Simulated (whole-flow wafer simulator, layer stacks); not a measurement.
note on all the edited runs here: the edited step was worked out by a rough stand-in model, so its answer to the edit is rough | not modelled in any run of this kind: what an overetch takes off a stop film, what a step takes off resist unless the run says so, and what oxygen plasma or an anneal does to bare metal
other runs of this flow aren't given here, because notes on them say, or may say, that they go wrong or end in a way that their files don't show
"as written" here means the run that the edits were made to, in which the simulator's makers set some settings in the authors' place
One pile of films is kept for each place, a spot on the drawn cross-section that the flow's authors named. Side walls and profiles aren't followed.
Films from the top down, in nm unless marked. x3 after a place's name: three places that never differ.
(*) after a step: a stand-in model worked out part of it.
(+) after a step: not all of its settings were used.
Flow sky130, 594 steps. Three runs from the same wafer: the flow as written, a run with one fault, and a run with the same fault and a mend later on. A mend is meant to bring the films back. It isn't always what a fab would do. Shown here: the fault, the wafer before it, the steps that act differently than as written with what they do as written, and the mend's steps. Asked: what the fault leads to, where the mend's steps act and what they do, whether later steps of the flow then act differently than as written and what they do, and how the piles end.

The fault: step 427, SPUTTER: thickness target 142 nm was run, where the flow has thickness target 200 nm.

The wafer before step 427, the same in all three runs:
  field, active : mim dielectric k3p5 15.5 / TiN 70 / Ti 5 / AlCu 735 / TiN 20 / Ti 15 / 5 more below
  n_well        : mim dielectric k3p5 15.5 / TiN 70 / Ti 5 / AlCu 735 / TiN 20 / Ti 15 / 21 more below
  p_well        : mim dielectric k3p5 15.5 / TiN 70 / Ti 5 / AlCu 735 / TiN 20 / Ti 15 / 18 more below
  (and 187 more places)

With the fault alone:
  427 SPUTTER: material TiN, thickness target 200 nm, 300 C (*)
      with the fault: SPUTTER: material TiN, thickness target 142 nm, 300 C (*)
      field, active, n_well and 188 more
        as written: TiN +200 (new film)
        with the fault: TiN +142 (new film)
  Later steps of the flow that act differently than as written (3 more steps differ only slightly, by at most 2% or 0.5 nm, whichever is larger, and aren't shown):
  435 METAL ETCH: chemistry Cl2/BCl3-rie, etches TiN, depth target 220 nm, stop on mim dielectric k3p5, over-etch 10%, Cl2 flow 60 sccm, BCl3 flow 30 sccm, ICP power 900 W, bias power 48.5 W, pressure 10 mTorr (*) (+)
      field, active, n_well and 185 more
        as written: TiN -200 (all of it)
        with the fault: TiN -142 (all of it)
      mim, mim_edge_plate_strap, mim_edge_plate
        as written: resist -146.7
        with the fault: resist -104.1
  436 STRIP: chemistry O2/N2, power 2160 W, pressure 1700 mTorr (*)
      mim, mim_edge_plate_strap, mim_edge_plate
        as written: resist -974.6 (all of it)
        with the fault: resist -1017.1 (all of it)
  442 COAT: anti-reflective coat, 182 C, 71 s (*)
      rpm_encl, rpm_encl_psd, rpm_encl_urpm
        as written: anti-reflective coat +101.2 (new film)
        with the fault: anti-reflective coat +103.8 (new film)
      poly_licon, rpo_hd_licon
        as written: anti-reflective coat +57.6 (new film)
        with the fault: anti-reflective coat +73.4 (new film)
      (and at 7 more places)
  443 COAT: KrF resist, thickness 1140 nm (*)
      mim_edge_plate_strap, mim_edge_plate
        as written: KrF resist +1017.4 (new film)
        with the fault: KrF resist +1075.4 (new film)
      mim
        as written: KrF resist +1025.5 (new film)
        with the fault: KrF resist +1076.1 (new film)
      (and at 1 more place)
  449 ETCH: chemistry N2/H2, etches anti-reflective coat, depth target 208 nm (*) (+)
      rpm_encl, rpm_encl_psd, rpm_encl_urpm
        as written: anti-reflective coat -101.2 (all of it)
        with the fault: anti-reflective coat -103.8 (all of it)
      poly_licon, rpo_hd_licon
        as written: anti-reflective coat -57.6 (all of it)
        with the fault: anti-reflective coat -73.4 (all of it)
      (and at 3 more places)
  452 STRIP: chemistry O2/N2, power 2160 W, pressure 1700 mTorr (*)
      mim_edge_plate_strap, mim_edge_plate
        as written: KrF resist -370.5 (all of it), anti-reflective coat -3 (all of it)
        with the fault: KrF resist -428.4 (all of it), anti-reflective coat -3 (all of it)
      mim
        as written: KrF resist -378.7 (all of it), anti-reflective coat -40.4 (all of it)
        with the fault: KrF resist -429.1 (all of it), anti-reflective coat -30.1 (all of it)
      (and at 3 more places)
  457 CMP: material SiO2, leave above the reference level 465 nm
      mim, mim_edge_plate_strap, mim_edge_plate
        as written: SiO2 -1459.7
        with the fault: SiO2 -1401.7
  At the end the piles differ from the flow's by more than 2% or 0.5 nm, whichever is larger, at mim, mim_edge_plate_strap, mim_edge_plate.
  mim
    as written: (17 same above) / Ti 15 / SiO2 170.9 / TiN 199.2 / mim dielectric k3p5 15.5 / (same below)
    with the fault: (17 same above) / Ti 15 / SiO2 228.9 / TiN 141.2 / mim dielectric k3p5 15.5 / (same below)
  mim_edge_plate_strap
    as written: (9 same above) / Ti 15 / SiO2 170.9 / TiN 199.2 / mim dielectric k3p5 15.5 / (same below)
    with the fault: (9 same above) / Ti 15 / SiO2 228.9 / TiN 141.2 / mim dielectric k3p5 15.5 / (same below)
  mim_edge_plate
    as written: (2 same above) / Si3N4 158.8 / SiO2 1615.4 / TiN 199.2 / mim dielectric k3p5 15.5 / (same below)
    with the fault: (2 same above) / Si3N4 158.8 / SiO2 1673.4 / TiN 141.2 / mim dielectric k3p5 15.5 / (same below)

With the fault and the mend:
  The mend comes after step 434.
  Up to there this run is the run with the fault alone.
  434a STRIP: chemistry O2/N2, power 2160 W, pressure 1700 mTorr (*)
      mim, mim_edge_plate_strap, mim_edge_plate
        resist -1121.3 (all of it)
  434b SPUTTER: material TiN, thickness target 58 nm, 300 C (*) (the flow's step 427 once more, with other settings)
      field, active, n_well and 188 more
        TiN +58
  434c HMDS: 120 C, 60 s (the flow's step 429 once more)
      changes no film at any place that is followed
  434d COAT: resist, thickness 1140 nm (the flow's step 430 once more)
      field, active, n_well and 186 more
        resist +1140 (new film)
      m1, via2_hole
        resist +1140.6 (new film)
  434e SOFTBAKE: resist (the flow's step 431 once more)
      changes no film at any place that is followed
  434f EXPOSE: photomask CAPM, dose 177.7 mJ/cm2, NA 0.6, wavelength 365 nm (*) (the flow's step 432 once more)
      changes no film at any place that is followed
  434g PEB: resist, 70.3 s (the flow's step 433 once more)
      field, active, n_well and 188 more
        resist -18.7
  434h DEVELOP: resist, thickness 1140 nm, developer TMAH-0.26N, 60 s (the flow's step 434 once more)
      field, active, n_well and 183 more
        resist -1121.3 (all of it)
      m1, via2_hole
        resist -1121.9 (all of it)
  No later step of the flow acts differently than as written at any place that is followed.
  At the end the piles are the same as the flow's at every place that both follow.
